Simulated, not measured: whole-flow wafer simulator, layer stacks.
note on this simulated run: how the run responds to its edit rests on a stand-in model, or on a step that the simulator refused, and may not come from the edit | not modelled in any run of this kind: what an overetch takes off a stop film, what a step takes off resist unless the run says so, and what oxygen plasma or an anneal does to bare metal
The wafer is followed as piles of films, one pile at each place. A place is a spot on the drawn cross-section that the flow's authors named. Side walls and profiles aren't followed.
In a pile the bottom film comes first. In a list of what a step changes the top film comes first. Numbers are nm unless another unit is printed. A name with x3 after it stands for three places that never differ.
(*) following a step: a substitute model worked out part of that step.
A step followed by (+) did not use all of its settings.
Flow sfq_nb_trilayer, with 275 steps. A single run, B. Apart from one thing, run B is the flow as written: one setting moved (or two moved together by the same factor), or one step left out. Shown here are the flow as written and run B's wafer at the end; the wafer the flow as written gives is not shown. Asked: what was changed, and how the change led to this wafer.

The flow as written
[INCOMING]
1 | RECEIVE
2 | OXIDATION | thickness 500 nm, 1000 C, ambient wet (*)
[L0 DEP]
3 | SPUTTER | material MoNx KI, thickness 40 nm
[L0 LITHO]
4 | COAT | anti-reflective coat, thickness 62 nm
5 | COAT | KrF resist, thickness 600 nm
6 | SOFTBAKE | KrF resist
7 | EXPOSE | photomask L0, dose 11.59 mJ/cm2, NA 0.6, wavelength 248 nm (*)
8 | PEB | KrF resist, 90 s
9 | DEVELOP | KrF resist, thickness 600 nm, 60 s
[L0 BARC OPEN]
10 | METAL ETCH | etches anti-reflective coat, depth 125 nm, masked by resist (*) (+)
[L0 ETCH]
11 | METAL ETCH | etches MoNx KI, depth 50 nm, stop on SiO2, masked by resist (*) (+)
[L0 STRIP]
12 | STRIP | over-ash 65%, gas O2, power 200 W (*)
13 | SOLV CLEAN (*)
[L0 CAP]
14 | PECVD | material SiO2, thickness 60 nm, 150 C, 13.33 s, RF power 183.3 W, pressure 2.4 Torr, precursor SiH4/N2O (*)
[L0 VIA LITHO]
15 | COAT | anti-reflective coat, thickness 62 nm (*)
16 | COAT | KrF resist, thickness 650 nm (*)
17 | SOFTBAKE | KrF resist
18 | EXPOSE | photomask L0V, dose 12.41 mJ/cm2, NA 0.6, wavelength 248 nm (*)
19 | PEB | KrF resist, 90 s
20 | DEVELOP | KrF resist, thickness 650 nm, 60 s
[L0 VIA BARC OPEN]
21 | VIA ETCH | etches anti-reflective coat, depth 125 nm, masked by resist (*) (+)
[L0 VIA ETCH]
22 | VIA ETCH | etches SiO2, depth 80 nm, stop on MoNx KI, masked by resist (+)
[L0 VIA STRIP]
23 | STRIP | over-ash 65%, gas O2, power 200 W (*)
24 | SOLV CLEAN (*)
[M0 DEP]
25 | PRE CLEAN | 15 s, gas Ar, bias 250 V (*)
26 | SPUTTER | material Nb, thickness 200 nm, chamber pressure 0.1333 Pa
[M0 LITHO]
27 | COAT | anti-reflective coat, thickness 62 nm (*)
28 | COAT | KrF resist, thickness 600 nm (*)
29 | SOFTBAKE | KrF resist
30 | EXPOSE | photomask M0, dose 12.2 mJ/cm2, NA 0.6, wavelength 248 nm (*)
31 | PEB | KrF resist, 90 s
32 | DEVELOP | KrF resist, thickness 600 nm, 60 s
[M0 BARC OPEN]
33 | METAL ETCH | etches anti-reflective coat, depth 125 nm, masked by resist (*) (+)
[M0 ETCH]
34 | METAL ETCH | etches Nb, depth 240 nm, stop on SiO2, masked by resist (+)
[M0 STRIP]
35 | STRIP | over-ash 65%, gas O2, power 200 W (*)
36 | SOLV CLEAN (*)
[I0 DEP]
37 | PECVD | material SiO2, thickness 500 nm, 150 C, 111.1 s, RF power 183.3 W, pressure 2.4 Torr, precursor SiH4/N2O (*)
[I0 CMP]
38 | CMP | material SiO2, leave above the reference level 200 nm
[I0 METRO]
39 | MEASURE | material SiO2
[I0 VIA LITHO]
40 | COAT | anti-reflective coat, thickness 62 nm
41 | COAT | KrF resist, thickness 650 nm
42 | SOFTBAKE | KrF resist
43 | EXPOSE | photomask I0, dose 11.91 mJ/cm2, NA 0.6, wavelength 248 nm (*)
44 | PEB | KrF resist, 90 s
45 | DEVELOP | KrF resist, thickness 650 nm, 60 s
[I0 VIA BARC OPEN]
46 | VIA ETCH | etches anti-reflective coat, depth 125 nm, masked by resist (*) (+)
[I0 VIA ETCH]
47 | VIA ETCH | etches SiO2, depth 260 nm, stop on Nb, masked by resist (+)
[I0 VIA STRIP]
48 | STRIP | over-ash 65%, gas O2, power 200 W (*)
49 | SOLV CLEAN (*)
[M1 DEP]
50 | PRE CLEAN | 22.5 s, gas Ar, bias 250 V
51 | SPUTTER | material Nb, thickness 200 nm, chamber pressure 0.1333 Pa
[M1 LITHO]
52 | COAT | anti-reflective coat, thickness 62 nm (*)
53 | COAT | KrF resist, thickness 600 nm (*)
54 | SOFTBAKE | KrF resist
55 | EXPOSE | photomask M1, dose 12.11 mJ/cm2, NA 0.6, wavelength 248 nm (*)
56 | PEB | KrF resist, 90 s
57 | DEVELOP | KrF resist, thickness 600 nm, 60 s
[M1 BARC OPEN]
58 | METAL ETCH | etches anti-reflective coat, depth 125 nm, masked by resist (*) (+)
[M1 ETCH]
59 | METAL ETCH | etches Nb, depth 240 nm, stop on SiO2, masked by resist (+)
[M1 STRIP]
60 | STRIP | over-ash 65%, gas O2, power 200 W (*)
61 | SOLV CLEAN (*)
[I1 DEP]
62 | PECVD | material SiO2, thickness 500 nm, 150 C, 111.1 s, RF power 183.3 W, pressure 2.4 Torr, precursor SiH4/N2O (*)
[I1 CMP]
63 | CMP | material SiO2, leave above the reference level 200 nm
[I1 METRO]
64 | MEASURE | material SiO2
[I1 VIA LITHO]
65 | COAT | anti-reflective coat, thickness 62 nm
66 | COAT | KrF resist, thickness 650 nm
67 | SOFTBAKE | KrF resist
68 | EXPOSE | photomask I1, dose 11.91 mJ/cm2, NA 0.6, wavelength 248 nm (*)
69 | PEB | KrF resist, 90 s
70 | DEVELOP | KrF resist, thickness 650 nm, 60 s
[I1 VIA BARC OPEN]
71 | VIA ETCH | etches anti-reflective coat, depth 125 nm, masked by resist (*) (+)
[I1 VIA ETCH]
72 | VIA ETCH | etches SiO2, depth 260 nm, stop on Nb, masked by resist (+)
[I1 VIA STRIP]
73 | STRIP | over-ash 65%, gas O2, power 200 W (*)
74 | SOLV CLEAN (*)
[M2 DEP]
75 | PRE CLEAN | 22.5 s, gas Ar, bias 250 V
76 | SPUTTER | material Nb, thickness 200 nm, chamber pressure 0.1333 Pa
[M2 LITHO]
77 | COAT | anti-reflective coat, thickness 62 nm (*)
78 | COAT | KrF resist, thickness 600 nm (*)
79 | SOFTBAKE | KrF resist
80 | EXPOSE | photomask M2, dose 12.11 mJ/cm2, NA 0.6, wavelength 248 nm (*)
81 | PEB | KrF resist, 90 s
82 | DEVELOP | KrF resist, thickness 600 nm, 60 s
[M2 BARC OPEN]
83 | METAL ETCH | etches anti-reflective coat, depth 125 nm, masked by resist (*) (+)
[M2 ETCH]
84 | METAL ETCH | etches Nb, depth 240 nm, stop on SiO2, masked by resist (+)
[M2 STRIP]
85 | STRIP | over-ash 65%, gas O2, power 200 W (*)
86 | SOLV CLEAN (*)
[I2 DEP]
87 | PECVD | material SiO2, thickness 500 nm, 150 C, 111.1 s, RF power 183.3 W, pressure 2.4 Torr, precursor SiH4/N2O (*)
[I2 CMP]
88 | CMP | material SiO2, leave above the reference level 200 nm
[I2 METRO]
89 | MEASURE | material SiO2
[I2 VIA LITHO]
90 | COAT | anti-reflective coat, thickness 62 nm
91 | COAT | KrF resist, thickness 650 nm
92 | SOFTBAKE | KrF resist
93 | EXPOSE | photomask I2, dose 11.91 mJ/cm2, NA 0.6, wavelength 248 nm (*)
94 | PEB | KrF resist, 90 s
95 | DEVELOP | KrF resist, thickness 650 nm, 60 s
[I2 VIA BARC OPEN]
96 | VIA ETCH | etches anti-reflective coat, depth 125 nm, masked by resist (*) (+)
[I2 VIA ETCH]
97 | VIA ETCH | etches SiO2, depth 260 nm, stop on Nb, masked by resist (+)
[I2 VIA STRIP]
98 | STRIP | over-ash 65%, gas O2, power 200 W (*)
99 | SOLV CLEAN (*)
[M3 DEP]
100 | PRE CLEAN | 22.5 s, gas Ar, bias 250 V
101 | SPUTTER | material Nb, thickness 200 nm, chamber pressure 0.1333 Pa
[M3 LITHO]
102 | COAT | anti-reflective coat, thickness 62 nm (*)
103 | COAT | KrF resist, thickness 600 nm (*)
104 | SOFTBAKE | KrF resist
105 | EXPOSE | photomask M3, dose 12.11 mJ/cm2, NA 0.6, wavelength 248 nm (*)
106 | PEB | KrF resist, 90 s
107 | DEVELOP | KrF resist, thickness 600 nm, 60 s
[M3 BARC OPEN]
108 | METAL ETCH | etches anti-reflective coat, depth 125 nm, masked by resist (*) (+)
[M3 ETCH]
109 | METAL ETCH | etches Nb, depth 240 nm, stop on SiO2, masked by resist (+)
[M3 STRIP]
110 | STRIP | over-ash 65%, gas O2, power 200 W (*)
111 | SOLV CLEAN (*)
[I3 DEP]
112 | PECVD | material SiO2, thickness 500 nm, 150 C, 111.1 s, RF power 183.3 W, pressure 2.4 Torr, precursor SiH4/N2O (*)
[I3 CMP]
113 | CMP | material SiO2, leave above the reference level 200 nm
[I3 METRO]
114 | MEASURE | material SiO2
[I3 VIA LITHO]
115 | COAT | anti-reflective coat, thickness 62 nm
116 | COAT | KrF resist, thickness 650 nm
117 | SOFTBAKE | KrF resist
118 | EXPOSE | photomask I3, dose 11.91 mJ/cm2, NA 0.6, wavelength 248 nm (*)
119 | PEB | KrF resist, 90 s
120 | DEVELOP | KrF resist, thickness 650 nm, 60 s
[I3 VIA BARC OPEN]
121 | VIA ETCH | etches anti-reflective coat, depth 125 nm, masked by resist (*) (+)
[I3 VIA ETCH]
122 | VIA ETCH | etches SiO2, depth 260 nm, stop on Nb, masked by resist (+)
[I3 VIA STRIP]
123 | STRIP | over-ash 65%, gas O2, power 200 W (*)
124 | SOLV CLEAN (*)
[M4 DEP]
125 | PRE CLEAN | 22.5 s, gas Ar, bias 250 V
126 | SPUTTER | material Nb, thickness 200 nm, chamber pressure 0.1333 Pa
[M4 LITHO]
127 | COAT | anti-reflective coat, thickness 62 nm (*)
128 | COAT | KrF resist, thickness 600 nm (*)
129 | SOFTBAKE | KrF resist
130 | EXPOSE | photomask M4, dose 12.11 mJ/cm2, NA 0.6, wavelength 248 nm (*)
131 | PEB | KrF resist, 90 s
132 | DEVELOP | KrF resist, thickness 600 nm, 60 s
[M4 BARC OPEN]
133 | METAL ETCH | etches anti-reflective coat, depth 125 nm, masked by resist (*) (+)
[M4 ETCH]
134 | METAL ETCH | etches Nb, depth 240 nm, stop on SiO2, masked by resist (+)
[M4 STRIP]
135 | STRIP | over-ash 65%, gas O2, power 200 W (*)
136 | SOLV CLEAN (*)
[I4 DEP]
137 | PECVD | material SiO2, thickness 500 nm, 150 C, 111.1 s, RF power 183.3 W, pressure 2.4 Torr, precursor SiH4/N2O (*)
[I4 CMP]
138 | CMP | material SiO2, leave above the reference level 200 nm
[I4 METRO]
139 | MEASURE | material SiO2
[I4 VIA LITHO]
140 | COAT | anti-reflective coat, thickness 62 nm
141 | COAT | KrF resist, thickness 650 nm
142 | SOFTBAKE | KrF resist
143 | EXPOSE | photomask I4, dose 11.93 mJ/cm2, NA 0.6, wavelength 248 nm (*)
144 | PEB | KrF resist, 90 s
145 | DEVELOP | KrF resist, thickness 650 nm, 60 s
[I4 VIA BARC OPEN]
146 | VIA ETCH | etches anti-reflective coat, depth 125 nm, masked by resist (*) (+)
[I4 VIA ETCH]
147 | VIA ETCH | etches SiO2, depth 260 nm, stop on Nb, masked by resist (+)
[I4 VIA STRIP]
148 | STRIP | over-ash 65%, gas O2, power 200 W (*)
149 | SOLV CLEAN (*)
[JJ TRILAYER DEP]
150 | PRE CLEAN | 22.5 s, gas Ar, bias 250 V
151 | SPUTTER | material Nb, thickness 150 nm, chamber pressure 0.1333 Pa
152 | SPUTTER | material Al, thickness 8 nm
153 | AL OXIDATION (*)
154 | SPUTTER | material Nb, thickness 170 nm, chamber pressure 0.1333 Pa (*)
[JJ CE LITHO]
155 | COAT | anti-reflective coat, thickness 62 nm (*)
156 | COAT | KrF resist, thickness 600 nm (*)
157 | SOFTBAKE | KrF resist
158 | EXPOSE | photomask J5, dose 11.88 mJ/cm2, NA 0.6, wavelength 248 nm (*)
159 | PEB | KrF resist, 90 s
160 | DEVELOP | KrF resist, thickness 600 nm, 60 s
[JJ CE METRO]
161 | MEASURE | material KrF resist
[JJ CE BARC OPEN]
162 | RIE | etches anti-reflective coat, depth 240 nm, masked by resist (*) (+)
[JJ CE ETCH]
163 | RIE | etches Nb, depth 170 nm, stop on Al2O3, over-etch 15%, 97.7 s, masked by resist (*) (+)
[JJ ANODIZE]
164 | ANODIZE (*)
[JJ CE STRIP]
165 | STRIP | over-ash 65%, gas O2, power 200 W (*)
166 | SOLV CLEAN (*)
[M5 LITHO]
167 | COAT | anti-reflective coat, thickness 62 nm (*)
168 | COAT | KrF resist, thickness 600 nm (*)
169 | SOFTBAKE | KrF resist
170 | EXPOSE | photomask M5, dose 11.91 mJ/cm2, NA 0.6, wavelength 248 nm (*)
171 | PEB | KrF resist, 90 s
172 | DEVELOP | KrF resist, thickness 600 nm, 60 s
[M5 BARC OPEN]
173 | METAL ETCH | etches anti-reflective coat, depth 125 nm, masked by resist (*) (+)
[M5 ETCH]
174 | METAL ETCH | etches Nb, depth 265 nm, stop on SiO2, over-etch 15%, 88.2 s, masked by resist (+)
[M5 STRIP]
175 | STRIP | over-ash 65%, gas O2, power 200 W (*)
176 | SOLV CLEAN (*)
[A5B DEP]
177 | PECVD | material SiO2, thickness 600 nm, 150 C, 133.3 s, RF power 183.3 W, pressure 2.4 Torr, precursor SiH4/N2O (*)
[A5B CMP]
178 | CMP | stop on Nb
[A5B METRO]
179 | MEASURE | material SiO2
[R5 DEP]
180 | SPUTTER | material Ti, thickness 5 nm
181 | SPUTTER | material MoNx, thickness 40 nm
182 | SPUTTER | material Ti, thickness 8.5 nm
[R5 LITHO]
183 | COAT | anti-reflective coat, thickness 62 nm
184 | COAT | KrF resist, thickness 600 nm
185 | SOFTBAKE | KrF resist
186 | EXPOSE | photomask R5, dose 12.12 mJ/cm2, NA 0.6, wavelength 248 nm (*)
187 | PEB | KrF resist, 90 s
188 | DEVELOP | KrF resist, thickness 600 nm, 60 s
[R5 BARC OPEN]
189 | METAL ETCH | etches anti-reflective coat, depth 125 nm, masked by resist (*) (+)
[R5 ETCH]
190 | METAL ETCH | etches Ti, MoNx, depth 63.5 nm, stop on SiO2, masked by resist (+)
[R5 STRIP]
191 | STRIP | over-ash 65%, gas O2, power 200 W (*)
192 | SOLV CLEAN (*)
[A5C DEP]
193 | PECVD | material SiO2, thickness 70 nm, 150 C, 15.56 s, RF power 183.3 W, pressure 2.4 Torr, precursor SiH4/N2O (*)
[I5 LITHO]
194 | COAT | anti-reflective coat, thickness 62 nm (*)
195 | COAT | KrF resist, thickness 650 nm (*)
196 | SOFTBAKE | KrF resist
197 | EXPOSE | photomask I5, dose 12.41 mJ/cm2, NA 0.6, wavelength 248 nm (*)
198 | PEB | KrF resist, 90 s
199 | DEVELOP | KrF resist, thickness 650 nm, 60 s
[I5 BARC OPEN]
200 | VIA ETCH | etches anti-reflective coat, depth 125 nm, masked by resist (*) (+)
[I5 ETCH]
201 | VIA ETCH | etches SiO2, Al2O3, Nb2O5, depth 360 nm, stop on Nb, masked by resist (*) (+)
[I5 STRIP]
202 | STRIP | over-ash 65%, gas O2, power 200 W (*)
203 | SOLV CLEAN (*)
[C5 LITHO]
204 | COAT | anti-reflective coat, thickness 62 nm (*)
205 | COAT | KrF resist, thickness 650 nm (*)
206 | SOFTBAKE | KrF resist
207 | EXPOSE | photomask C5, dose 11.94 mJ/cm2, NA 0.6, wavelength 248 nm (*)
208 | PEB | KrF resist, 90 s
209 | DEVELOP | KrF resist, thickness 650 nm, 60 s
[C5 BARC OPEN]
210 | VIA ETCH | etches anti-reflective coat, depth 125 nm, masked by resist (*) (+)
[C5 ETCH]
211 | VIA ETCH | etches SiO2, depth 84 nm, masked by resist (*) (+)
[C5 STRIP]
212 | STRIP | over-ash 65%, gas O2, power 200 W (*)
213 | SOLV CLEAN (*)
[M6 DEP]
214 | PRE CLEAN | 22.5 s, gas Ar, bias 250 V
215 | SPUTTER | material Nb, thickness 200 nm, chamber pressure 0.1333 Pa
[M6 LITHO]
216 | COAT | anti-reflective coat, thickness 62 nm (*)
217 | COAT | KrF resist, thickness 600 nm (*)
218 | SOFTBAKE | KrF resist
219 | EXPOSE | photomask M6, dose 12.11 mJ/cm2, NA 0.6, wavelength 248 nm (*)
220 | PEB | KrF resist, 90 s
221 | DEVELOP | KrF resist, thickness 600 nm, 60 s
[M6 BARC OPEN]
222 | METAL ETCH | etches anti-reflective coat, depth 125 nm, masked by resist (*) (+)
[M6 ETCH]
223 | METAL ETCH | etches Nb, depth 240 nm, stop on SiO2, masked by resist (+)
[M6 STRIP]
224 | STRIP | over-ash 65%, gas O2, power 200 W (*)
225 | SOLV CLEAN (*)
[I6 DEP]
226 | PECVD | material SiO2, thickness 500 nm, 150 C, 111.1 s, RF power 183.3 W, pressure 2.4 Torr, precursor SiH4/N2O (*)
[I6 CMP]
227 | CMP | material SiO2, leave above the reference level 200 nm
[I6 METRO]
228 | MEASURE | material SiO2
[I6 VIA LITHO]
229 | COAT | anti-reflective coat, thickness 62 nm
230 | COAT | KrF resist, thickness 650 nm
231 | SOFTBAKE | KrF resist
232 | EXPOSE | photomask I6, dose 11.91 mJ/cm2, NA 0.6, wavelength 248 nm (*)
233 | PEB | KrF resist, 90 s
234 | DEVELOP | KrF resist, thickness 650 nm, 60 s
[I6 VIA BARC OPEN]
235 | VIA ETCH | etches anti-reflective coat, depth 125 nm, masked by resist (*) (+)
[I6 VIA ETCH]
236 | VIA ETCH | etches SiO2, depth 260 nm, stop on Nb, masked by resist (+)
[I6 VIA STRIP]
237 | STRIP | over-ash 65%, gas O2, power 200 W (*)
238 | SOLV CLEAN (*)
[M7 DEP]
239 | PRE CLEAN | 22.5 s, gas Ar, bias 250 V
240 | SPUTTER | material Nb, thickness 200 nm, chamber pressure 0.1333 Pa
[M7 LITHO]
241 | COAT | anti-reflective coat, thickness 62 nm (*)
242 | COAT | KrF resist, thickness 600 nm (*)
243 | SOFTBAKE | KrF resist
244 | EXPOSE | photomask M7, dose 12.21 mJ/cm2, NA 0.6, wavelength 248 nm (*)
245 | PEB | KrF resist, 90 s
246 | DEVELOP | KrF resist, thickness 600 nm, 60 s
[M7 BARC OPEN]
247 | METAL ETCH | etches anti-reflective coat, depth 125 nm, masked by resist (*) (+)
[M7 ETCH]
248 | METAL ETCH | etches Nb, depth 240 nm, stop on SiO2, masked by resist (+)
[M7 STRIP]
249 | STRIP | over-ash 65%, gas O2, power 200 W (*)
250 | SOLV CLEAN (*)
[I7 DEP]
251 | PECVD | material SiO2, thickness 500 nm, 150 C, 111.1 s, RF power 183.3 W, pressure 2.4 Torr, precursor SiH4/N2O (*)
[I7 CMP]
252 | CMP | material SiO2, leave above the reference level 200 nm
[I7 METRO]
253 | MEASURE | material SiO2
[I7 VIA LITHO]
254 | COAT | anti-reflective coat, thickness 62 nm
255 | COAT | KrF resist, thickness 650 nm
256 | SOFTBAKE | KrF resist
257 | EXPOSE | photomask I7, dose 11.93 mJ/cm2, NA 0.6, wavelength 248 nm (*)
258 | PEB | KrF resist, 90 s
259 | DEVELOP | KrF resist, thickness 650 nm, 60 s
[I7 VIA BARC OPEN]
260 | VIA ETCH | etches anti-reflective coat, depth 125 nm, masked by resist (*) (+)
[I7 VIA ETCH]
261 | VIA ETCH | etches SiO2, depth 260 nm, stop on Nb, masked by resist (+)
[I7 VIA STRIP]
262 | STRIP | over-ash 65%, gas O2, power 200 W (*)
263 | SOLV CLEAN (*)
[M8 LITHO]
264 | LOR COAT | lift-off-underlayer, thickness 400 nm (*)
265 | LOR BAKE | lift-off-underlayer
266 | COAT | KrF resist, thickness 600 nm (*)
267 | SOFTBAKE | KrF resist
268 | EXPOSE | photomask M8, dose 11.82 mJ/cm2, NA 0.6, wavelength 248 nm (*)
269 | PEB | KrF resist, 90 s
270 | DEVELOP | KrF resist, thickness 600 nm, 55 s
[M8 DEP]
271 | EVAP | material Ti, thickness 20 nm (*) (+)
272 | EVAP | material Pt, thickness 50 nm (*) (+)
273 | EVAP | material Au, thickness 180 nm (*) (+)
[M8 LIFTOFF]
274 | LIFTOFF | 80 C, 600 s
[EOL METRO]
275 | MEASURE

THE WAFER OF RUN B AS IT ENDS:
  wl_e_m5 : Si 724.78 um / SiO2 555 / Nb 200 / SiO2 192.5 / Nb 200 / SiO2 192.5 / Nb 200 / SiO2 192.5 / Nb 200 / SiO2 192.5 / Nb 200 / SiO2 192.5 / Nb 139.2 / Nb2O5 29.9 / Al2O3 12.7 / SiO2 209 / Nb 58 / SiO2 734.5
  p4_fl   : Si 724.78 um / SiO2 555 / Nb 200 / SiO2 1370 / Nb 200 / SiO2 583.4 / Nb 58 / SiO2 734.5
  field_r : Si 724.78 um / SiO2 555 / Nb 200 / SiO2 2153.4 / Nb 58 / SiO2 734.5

Cause: step 223, METAL ETCH: depth 142 nm was run, while the flow as written has depth 240 nm.

Step by step, how the change led to this:
  223 | METAL ETCH | etches Nb, depth 240 nm, stop on SiO2, masked by resist (+)
      field_l, gap, moat and 76 more: -142 Nb (it would be, as written: -200 Nb (all of it))
      v_sur, via_wl, via_w and 24 more: -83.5 KrF resist (it would be, as written: -141.2 KrF resist)
  224 | STRIP | over-ash 65%, gas O2, power 200 W (*)
      wl_j_sl, wl_j_sr: -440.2 KrF resist (all of it), -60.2 anti-reflective coat (all of it) (it would be, as written: -382.5 KrF resist (all of it), -60.2 anti-reflective coat (all of it))
      wl_c_m6, wl_f_m6: -439.9 KrF resist (all of it), -62 anti-reflective coat (all of it) (it would be, as written: -382.3 KrF resist (all of it), -62 anti-reflective coat (all of it))
      (and at 23 other places as well)
  226 | PECVD | material SiO2, thickness 500 nm, 150 C, 111.1 s, RF power 183.3 W, pressure 2.4 Torr, precursor SiH4/N2O (*)
      field_l, p4_fl, p4_fm and 62 more: +500 SiO2 (new film) (it would be, as written: +500 SiO2)
      moat, field_r, lsp_l, ln_m5, lsp_m: +500 SiO2 (new film) (it would be, as written: +493.6 SiO2)
      (and at 9 other places as well)
  227 | CMP | material SiO2, leave above the reference level 200 nm
      field_l, p4_fl, p4_fm and 59 more: -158 SiO2 (it would be, as written: -100 SiO2)
      moat, field_r, lsp_l, ln_m5, lsp_m: -158 SiO2 (it would be, as written: -93.6 SiO2)
      (and at 8 other places as well)
With metal films that touch counted as one body, wl_e_m5 has 7 bodies (between them, from the top down: SiO2 209 / Al2O3 12.7 / Nb2O5 29.9; SiO2 192.5; SiO2 192.5; SiO2 192.5; SiO2 192.5; SiO2 192.5); the flow as written gives 6 bodies (between them, from the top down: SiO2 192.5; SiO2 192.5; SiO2 192.5; SiO2 192.5; SiO2 192.5).
With metal films that touch counted as one body, p4_fl has 3 bodies (between them, from the top down: SiO2 583.4; SiO2 1370); the flow as written gives 2 bodies (between them, from the top down: SiO2 1370).
With metal films that touch counted as one body, field_r has 2 bodies (between them, from the top down: SiO2 2153.4); the flow as written gives 1 body.
